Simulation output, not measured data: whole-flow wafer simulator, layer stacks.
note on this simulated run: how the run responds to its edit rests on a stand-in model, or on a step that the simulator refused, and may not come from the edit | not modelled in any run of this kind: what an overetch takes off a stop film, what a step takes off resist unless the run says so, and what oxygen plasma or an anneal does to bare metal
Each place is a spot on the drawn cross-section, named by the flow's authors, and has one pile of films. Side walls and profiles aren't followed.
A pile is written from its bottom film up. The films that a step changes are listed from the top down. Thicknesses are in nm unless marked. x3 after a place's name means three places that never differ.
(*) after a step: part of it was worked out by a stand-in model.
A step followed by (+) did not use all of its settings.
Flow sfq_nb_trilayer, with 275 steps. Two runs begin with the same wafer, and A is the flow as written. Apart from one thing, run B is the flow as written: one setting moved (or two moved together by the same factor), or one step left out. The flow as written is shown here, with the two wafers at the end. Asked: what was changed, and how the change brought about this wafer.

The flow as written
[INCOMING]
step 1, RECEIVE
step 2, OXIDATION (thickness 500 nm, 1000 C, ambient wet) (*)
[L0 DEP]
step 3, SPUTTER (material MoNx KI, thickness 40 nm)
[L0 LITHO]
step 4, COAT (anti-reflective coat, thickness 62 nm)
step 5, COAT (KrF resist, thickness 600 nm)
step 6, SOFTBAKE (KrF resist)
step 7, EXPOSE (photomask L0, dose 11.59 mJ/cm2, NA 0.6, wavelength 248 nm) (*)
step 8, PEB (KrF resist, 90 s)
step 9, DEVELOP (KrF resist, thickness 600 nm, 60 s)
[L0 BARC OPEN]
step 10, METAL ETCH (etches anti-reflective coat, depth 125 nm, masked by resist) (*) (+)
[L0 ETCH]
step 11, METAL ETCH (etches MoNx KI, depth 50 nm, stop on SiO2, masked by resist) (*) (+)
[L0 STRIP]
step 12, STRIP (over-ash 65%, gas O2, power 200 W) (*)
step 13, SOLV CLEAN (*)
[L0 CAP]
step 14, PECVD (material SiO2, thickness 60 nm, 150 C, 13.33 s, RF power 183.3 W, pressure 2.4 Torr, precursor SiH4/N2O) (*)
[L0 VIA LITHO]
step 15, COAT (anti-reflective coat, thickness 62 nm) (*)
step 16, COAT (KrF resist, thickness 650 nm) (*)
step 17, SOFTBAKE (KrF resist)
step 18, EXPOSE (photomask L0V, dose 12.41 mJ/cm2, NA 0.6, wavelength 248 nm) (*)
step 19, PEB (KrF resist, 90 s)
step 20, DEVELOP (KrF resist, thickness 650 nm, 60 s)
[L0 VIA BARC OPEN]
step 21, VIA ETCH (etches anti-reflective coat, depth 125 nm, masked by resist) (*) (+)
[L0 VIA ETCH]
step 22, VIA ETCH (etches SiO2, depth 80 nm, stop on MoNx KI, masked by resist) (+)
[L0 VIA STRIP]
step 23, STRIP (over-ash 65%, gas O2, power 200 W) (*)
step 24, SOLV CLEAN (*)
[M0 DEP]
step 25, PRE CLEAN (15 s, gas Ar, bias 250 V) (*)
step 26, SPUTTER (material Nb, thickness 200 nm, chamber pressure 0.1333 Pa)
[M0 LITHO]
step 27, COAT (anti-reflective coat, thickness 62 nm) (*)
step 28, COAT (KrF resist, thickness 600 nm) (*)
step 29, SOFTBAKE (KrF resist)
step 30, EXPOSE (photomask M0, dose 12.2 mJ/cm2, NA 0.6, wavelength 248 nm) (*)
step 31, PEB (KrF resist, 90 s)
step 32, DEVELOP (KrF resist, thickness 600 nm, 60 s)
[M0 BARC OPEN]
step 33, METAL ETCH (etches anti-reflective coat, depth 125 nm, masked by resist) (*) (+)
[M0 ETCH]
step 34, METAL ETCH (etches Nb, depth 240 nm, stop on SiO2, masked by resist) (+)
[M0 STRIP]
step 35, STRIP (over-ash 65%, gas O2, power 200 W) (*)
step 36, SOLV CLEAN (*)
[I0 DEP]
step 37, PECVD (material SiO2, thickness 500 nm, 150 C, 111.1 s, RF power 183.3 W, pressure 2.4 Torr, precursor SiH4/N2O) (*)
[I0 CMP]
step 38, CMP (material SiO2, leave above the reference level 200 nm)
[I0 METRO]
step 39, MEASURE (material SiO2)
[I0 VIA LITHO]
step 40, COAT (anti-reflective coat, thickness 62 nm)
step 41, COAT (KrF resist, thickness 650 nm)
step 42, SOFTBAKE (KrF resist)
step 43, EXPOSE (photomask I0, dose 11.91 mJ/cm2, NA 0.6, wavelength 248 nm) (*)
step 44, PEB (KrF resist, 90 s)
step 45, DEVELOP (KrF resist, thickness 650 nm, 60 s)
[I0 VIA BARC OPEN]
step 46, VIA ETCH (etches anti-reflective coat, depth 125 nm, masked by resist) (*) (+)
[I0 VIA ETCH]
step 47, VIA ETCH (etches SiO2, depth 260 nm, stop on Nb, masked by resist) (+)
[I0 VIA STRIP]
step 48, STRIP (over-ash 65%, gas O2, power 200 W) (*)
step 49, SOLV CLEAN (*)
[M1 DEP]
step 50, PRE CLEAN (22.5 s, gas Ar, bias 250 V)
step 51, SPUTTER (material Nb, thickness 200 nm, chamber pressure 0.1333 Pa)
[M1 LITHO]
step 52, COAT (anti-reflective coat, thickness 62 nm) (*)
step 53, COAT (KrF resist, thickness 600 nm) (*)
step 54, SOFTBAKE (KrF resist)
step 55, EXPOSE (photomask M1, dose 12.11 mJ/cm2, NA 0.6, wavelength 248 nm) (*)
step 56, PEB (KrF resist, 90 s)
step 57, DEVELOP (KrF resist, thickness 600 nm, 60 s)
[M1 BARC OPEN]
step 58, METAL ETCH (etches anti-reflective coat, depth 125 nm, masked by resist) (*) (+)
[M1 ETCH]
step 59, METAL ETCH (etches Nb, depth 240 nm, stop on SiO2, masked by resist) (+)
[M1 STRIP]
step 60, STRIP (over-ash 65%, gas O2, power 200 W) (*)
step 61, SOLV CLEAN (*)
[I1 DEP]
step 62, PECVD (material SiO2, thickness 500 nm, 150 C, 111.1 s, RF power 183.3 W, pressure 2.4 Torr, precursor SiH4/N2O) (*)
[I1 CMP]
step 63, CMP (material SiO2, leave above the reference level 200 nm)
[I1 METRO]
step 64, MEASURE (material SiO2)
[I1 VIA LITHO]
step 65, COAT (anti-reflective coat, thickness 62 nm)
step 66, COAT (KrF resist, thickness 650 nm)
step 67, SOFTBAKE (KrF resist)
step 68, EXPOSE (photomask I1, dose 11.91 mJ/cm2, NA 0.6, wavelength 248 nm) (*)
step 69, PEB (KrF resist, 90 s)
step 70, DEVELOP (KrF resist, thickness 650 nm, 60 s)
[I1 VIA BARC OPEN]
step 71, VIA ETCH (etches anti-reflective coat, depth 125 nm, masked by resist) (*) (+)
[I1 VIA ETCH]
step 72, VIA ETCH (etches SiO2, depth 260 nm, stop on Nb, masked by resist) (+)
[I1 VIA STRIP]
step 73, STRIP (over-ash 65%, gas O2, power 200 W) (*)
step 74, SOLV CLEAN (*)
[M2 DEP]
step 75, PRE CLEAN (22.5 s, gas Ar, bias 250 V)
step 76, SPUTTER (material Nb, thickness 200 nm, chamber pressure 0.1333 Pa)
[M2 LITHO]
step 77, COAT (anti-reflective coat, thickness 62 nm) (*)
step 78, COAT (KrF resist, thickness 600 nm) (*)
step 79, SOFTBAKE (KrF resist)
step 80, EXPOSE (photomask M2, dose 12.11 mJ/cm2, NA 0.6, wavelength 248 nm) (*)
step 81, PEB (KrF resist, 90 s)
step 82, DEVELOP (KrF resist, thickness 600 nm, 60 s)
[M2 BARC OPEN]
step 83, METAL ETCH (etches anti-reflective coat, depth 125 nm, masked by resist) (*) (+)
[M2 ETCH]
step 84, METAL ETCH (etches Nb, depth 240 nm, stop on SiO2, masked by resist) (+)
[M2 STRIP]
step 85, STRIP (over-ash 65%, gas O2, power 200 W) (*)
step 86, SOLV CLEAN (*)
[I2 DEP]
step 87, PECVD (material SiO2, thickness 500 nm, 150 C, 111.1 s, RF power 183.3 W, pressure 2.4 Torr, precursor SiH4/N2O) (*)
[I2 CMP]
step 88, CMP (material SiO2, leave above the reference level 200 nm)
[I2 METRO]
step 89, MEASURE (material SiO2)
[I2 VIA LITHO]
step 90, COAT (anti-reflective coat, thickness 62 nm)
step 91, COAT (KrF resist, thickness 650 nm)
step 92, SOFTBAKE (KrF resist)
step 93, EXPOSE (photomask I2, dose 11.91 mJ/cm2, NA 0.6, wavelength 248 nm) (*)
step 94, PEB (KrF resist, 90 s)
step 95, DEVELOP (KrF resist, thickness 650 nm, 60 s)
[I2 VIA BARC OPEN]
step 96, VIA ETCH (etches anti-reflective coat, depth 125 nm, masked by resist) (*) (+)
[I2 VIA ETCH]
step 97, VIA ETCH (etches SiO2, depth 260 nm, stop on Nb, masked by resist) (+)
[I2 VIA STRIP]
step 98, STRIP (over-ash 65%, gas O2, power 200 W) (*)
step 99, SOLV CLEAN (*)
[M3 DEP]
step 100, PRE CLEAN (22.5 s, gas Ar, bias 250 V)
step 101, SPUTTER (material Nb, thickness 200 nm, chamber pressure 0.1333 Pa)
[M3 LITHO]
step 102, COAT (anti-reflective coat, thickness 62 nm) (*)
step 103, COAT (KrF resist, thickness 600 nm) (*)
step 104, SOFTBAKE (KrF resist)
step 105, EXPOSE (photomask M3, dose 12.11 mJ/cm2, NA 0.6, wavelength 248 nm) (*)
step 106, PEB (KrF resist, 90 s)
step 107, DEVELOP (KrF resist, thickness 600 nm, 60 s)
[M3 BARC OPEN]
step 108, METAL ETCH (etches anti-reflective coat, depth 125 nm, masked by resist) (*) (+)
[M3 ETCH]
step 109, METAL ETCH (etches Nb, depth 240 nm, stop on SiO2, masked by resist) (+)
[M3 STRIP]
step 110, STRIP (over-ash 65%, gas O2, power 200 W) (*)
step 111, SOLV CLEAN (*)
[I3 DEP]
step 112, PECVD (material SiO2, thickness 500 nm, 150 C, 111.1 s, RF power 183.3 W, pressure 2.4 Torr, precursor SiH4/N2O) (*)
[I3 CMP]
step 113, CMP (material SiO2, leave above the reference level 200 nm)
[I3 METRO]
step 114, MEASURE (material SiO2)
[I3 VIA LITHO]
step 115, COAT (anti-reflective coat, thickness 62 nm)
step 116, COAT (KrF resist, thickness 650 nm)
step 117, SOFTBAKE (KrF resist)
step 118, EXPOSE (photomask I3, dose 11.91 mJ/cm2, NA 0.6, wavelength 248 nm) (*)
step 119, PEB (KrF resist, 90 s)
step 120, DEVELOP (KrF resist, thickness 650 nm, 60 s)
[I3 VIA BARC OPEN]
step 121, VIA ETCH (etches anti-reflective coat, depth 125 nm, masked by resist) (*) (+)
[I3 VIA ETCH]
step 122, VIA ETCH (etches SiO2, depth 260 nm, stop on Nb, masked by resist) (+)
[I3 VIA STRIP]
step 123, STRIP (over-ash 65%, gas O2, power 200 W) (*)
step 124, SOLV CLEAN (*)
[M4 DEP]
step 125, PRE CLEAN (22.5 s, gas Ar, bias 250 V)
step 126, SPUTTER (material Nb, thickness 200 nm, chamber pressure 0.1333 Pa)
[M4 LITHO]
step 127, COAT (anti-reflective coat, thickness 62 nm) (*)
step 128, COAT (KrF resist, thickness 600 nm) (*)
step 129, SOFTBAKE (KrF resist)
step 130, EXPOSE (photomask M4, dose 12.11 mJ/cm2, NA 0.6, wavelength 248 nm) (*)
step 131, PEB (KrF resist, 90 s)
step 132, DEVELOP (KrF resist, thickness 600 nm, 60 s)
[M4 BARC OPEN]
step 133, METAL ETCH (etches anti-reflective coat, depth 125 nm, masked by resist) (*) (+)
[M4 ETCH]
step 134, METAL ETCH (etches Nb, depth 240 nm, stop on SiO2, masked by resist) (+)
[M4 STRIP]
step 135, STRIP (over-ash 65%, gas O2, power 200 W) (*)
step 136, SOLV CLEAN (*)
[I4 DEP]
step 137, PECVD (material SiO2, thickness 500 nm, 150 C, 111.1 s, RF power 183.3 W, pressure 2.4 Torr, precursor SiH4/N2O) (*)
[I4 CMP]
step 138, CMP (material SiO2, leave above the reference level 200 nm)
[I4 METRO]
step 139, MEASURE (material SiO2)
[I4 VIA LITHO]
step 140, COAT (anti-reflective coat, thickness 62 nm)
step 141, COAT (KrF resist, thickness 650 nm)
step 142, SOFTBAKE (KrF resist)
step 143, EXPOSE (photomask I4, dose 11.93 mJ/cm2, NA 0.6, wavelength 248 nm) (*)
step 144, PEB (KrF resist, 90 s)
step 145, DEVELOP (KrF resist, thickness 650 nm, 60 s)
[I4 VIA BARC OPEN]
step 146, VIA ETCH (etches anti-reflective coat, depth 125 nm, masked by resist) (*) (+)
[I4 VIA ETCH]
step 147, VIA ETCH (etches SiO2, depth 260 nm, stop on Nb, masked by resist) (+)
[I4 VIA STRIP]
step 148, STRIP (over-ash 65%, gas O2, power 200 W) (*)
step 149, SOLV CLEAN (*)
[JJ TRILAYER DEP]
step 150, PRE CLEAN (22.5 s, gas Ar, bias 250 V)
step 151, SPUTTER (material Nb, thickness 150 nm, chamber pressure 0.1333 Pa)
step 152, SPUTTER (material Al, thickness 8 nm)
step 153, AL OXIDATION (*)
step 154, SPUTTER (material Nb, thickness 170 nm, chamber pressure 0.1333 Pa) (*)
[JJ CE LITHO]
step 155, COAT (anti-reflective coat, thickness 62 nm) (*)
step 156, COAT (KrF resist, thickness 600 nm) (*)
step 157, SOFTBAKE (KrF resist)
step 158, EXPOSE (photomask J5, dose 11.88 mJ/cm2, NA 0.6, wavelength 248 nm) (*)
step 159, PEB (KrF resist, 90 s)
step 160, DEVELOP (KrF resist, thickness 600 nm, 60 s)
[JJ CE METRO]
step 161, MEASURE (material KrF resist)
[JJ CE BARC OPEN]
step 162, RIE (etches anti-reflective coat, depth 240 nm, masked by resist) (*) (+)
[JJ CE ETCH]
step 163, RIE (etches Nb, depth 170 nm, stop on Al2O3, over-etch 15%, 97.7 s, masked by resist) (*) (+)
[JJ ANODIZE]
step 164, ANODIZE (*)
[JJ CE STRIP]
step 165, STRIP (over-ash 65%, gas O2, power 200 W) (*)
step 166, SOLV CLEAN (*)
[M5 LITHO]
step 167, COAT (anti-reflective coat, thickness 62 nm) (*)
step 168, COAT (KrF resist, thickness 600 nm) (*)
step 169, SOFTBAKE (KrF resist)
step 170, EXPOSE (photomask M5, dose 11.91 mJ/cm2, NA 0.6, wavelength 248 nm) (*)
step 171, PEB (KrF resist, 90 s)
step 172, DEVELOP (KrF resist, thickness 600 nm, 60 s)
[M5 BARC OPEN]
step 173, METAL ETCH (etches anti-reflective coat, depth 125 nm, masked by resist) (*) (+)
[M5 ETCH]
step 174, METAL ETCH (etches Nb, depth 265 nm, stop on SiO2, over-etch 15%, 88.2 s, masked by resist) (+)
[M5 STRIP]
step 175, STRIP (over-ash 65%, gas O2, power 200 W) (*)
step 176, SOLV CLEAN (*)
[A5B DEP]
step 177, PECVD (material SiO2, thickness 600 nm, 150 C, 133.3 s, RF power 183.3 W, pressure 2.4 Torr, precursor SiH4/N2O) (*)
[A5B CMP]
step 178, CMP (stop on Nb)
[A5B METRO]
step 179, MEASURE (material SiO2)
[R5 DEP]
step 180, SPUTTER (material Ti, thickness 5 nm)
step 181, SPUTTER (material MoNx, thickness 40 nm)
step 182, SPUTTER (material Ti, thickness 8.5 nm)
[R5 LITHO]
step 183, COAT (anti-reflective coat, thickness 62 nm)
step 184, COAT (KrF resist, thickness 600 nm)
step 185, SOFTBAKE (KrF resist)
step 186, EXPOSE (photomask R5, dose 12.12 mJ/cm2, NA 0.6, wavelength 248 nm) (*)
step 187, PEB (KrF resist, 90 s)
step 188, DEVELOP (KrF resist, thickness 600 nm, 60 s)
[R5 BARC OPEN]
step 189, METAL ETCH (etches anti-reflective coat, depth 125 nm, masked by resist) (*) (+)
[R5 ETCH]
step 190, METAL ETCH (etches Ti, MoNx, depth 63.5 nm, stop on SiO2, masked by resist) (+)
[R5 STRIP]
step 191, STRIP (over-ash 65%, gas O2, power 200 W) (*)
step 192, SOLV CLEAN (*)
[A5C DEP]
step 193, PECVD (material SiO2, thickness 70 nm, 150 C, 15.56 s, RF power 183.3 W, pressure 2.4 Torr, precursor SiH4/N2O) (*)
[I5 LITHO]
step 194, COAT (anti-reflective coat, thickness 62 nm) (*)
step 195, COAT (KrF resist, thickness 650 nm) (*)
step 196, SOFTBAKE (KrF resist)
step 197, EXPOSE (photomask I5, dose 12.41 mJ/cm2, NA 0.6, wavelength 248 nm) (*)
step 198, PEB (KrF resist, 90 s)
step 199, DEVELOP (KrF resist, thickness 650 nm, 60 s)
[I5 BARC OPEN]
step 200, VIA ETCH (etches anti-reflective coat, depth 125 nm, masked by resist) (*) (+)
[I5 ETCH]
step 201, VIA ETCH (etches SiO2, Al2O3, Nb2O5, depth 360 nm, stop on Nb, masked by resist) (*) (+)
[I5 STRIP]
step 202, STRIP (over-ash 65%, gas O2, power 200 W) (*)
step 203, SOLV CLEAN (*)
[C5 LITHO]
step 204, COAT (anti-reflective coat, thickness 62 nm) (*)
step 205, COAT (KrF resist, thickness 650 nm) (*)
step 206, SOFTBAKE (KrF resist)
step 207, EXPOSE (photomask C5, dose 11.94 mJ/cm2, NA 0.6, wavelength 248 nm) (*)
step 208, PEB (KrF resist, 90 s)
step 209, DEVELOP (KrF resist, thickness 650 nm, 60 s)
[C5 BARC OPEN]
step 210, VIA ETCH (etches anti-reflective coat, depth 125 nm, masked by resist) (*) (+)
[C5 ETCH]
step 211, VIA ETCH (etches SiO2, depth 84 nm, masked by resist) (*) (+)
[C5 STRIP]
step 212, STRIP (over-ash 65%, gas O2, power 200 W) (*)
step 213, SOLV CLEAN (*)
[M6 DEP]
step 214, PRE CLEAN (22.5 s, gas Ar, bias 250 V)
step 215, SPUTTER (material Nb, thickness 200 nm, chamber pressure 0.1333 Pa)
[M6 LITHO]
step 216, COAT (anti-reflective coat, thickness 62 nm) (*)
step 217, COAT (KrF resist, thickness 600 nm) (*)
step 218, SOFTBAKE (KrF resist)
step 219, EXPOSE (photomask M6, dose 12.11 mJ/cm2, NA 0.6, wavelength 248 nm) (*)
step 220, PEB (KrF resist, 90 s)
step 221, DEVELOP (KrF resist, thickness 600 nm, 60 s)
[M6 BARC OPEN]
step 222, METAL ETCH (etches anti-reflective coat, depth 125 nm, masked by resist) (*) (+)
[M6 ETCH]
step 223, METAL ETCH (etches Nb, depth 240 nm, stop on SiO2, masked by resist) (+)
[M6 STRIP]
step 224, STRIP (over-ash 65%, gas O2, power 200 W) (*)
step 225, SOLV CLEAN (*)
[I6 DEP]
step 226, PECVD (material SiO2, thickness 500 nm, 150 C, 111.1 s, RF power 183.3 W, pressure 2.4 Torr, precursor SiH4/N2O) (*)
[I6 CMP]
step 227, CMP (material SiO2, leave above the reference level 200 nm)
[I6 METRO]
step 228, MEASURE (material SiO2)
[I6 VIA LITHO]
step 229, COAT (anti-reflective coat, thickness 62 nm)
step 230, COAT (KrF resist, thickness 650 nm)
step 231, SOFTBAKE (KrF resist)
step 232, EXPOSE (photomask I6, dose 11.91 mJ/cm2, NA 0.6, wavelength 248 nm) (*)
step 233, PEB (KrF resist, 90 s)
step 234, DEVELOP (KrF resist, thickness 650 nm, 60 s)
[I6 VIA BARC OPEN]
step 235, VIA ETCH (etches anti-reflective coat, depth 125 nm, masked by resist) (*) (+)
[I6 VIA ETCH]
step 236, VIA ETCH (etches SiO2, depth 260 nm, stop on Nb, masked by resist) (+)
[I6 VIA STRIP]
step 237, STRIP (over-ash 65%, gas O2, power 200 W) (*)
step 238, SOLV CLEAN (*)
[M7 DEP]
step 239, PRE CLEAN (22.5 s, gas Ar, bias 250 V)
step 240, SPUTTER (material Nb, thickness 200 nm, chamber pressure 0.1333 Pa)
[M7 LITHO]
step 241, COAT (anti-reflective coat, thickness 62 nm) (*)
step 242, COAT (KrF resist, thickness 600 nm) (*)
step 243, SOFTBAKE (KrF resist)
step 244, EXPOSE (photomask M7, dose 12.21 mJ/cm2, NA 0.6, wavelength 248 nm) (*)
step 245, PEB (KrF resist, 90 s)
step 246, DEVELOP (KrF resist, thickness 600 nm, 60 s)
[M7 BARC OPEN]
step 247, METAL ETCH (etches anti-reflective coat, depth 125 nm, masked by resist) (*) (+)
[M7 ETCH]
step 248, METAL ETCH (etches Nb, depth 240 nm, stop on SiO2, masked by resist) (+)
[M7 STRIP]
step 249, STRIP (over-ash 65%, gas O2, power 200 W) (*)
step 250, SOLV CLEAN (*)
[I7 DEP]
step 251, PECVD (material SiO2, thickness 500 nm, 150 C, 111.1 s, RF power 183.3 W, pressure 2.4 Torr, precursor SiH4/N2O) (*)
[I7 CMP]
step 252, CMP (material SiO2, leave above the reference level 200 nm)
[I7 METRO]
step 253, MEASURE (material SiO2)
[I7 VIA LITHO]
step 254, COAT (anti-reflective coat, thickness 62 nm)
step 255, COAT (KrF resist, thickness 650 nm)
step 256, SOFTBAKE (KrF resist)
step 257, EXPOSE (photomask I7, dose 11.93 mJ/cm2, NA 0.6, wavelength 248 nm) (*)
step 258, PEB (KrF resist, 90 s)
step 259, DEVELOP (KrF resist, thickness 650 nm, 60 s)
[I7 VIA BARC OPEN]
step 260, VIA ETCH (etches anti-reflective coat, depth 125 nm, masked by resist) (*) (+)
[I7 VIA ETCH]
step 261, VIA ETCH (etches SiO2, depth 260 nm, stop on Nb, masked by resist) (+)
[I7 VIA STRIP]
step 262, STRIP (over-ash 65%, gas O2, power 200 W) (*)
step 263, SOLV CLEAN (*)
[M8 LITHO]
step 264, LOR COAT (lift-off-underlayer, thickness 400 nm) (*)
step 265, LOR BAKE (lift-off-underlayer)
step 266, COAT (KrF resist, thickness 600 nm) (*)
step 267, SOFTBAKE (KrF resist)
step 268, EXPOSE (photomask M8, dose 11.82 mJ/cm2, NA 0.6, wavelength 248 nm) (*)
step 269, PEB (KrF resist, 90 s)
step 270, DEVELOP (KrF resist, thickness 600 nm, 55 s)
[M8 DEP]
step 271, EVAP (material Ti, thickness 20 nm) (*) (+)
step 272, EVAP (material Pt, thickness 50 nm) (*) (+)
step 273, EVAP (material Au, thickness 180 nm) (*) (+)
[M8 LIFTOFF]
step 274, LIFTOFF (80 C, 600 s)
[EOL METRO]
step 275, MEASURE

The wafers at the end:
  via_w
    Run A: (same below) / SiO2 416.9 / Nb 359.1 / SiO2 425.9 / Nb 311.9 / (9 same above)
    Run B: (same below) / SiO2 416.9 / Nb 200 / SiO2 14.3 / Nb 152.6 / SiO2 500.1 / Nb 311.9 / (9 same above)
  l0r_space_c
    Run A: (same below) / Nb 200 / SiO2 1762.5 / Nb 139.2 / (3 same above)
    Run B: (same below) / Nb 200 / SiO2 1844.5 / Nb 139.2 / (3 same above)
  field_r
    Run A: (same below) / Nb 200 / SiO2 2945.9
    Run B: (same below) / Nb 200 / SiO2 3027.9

The reason: step 88, CMP: leave above the reference level 282 nm was run, though the flow has leave above the reference level 200 nm.

The path from the change to this, step by step:
  step 88, CMP (material SiO2, leave above the reference level 200 nm)
      field_l, be, be_sur and 81 more: A SiO2 loses 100 | B SiO2 loses 18
      v_sur, via_wl, via_w and 18 more: A SiO2 loses 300 | B SiO2 loses 218
      (and at 1 other place as well)
  step 97, VIA ETCH (etches SiO2, depth 260 nm, stop on Nb, masked by resist) (+)
      via_w: A SiO2 loses 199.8 (all of it) | B SiO2 loses 260
  step 100, PRE CLEAN (22.5 s, gas Ar, bias 250 V)
      via_w: A Nb loses 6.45 | B SiO2 loses 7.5
  step 101, SPUTTER (material Nb, thickness 200 nm, chamber pressure 0.1333 Pa)
      via_w: A Nb gains 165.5 | B Nb gains 152.6 (new film)
  step 102, COAT (anti-reflective coat, thickness 62 nm) (*)
      via_wl, via_wr: A anti-reflective coat gains 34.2 (new film) | B anti-reflective coat gains 23 (new film)
      v_sur: A anti-reflective coat gains 61.1 (new film) | B anti-reflective coat gains 55.7 (new film)
      (and at 2 other places as well)
  step 103, COAT (KrF resist, thickness 600 nm) (*)
      via_w: A KrF resist gains 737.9 (new film) | B KrF resist gains 794 (new film)
  step 110, STRIP (over-ash 65%, gas O2, power 200 W) (*)
      v_sur: A KrF resist loses 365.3 (all of it), anti-reflective coat loses 61.1 (all of it) | B KrF resist loses 362.3 (all of it), anti-reflective coat loses 55.7 (all of it)
      via_wl: A KrF resist loses 384.2 (all of it), anti-reflective coat loses 34.2 (all of it) | B KrF resist loses 383.9 (all of it), anti-reflective coat loses 23 (all of it)
      (and at 3 other places as well)
  step 112, PECVD (material SiO2, thickness 500 nm, 150 C, 111.1 s, RF power 183.3 W, pressure 2.4 Torr, precursor SiH4/N2O) (*)
      via_w: A SiO2 gains 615 (new film) | B SiO2 gains 664.6 (new film)
  step 113, CMP (material SiO2, leave above the reference level 200 nm)
      via_w: A SiO2 loses 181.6 | B SiO2 loses 157.1
With metal films that touch counted as one body, via_w has 6 bodies (between them, from the top down: SiO2 192.5; SiO2 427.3 / Al2O3 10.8 / Nb2O5 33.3; SiO2 500.1; SiO2 14.3; SiO2 416.9); the flow as written gives 5 bodies (between them, from the top down: SiO2 192.5; SiO2 427.3 / Al2O3 10.8 / Nb2O5 33.3; SiO2 425.9; SiO2 416.9).
